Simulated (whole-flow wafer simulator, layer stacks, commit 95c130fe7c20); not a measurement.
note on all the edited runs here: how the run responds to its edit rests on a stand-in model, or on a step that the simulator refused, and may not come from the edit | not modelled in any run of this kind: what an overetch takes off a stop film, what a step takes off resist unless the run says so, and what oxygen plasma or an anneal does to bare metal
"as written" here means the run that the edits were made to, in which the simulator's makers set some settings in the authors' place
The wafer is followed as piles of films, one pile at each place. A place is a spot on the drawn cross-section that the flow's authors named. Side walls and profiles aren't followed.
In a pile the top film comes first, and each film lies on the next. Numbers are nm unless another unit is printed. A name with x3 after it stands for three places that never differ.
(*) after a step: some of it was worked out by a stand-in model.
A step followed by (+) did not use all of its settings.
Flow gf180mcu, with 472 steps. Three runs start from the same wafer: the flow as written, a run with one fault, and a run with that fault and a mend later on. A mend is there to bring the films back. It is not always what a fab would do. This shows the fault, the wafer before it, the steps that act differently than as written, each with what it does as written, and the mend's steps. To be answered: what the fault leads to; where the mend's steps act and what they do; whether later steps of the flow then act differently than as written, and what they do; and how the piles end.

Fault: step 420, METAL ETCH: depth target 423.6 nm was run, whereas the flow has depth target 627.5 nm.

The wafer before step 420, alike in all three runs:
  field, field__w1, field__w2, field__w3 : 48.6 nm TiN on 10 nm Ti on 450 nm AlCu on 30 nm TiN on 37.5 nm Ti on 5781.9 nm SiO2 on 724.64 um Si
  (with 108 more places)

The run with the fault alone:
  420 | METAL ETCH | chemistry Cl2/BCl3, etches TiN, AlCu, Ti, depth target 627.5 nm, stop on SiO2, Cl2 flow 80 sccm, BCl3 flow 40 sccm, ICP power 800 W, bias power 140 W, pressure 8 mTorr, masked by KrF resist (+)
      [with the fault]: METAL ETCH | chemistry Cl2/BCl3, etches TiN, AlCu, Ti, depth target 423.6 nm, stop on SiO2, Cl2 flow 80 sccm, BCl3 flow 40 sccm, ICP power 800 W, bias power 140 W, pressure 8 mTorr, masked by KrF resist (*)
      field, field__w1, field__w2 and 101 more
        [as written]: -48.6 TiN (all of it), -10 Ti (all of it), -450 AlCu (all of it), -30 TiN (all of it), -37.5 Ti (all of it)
        [with the fault]: -48.6 TiN (all of it), -10 Ti (all of it), -365 AlCu
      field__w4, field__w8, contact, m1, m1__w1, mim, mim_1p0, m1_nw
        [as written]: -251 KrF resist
        [with the fault]: -169.4 KrF resist
  Steps later in the flow that act otherwise than as written (1 other step is not shown; it differs only slightly, by no more than 2% or 0.5 nm, whichever is larger):
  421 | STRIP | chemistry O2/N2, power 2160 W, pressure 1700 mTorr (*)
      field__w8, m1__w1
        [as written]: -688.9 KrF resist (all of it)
        [with the fault]: -770.4 KrF resist (all of it)
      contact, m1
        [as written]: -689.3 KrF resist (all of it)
        [with the fault]: -770.9 KrF resist (all of it)
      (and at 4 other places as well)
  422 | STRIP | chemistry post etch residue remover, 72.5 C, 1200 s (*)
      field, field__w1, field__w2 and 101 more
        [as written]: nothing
        [with the fault]: -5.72 AlCu
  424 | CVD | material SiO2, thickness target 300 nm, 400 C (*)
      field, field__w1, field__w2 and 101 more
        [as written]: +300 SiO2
        [with the fault]: +300 SiO2 (new film)
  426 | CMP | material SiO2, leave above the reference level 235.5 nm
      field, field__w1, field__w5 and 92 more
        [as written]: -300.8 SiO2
        [with the fault]: -447.6 SiO2
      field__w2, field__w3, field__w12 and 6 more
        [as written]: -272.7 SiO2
        [with the fault]: -426.1 SiO2
  The piles end different from the flow's at field, field__w1, field__w2 and 101 more by more than 2% or 0.5 nm, whichever is larger.
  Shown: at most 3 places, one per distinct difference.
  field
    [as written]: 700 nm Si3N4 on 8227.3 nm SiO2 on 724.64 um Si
    [with the fault]: 700 nm Si3N4 on 2298.6 nm SiO2 on 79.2 nm AlCu on 30 nm TiN on 37.5 nm Ti on 5781.9 nm SiO2 on 724.64 um Si
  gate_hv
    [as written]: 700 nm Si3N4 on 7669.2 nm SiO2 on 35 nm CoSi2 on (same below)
    [with the fault]: 700 nm Si3N4 on 2298.6 nm SiO2 on 79.2 nm AlCu on 30 nm TiN on 37.5 nm Ti on 5223.8 nm SiO2 on 35 nm CoSi2 on (same below)
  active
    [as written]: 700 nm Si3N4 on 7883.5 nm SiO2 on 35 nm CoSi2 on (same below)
    [with the fault]: 700 nm Si3N4 on 2298.6 nm SiO2 on 79.2 nm AlCu on 30 nm TiN on 37.5 nm Ti on 5438.1 nm SiO2 on 35 nm CoSi2 on (same below)

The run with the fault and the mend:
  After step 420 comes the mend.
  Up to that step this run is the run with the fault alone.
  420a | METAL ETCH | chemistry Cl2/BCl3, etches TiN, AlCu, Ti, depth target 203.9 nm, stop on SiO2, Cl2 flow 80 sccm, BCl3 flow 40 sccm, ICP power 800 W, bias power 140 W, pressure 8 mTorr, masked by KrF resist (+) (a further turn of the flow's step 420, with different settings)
      field, field__w1, field__w2 and 101 more
        -85 AlCu (all of it), -30 TiN (all of it), -37.5 Ti (all of it)
      field__w4, field__w8, contact, m1, m1__w1, mim, mim_1p0, m1_nw
        -81.6 KrF resist
  Every later step of the flow that is run acts as written at every place that is followed.
  At every place that both follow, the piles at the end match the flow's.
